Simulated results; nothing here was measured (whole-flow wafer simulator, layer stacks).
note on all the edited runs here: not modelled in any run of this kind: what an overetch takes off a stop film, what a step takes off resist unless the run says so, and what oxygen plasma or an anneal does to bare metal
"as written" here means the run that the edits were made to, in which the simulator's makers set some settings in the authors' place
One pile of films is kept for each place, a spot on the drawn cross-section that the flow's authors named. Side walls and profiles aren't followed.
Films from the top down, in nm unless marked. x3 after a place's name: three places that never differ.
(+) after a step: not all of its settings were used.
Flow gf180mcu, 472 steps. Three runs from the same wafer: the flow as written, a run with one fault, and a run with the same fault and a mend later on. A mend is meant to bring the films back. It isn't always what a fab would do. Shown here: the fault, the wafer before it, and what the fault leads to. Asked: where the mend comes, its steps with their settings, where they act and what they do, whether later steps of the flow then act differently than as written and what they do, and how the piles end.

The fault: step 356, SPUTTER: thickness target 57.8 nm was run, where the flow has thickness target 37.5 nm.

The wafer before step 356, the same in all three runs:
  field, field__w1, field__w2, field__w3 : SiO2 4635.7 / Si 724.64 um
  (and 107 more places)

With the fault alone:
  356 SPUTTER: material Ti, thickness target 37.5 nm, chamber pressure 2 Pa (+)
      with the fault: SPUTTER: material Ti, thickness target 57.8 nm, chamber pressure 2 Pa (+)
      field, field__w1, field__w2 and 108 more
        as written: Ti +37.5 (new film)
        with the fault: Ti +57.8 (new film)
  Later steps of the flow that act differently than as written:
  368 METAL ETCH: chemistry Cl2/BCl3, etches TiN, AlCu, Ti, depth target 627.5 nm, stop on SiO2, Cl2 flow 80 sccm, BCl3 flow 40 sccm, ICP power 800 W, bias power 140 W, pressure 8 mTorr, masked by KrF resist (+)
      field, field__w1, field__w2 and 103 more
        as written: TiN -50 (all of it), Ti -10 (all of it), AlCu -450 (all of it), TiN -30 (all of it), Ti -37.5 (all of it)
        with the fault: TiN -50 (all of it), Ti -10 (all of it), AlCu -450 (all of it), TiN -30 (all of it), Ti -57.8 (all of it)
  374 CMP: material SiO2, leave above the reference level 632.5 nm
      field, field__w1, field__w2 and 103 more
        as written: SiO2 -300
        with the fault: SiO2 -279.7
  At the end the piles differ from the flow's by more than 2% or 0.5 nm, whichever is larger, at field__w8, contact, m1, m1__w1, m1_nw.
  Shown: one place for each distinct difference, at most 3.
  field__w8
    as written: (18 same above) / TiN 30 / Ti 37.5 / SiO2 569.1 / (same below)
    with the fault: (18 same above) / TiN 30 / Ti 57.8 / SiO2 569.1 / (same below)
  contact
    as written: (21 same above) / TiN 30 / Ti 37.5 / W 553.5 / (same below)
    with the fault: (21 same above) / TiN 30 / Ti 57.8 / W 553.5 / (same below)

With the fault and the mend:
  The mend comes after step 356.
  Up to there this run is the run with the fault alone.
  356a METAL ETCH: chemistry Cl2/BCl3, etches TiN, AlCu, Ti, depth target 20.3 nm, Cl2 flow 80 sccm, BCl3 flow 40 sccm, ICP power 800 W, bias power 140 W, pressure 8 mTorr (the flow's step 260 once more, with other settings)
      field, field__w1, field__w2 and 108 more
        Ti -20.3
  No later step of the flow acts differently than as written at any place that is followed.
  At the end the piles are the same as the flow's at every place that both follow.
